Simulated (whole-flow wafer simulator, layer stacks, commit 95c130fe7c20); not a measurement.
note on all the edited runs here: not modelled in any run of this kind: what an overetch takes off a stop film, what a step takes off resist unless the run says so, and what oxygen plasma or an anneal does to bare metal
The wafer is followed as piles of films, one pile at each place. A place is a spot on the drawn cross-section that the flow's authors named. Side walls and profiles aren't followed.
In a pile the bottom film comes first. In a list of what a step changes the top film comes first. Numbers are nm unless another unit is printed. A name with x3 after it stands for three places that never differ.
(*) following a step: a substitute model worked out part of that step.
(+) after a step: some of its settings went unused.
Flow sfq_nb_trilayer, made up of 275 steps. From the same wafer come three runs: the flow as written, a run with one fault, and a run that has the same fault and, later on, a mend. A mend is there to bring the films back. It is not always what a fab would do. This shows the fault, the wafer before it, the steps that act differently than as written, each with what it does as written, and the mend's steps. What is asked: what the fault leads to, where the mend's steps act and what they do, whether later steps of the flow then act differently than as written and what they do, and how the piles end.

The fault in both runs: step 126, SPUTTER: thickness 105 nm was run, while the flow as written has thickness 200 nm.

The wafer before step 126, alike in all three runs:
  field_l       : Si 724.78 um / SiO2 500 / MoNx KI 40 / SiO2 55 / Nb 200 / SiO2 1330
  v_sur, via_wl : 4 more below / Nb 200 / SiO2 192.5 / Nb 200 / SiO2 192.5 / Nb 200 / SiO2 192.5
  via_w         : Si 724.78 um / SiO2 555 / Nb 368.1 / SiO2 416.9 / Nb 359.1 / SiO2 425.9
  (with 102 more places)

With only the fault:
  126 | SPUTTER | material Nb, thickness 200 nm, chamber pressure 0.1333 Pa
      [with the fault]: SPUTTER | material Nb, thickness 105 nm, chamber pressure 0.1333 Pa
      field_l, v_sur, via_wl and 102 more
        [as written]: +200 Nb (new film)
        [with the fault]: +105 Nb (new film)
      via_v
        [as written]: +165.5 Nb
        [with the fault]: +86.6 Nb
  Steps later in the flow that act otherwise than as written (not shown: 6 more steps that differ only slightly, by at most 2% or 0.5 nm, whichever is larger):
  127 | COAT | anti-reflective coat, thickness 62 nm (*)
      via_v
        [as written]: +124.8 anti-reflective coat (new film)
        [with the fault]: +120.1 anti-reflective coat (new film)
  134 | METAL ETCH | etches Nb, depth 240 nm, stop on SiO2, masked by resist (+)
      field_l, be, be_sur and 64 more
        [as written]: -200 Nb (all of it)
        [with the fault]: -105 Nb (all of it)
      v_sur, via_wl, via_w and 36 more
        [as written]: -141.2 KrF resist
        [with the fault]: -92.6 KrF resist
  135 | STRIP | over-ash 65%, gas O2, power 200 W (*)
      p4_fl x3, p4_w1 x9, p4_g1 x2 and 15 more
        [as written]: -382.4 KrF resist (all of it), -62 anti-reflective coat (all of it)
        [with the fault]: -430.9 KrF resist (all of it), -62 anti-reflective coat (all of it)
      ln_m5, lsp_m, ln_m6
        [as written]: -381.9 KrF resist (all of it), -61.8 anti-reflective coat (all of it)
        [with the fault]: -430.5 KrF resist (all of it), -61.8 anti-reflective coat (all of it)
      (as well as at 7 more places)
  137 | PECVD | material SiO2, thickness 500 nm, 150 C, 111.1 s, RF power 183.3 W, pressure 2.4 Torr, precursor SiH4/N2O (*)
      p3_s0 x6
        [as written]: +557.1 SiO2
        [with the fault]: +500 SiO2
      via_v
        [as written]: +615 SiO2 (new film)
        [with the fault]: +588.6 SiO2 (new film)
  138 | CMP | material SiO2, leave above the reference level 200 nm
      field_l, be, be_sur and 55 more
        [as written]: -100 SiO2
        [with the fault]: -195 SiO2
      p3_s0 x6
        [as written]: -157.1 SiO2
        [with the fault]: -195 SiO2
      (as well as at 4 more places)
  At field_l, v_sur, via_wl and 103 more, the piles at the end differ from the flow's by more than 2% or 0.5 nm, whichever is larger.
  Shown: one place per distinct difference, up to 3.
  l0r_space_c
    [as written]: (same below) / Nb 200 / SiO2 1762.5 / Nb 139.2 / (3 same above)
    [with the fault]: (same below) / Nb 200 / SiO2 1667.5 / Nb 139.2 / (3 same above)
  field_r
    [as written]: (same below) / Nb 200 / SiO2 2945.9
    [with the fault]: (same below) / Nb 200 / SiO2 2850.9
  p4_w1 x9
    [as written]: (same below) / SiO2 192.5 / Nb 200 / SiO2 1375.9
    [with the fault]: (same below) / SiO2 192.5 / Nb 105 / SiO2 1375.9

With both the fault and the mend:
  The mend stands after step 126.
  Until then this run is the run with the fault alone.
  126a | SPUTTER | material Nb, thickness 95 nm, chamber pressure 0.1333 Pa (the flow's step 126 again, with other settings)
      field_l, v_sur, via_wl and 102 more
        +95 Nb
      via_v
        +77.3 Nb
  None of the later steps of the flow differs from how it acts as written, at any place that is followed, by more than 2% or 0.5 nm, whichever is larger.
  The piles end only slightly different from the flow's at the places that both follow, by no more than 2% or 0.5 nm, whichever is larger.
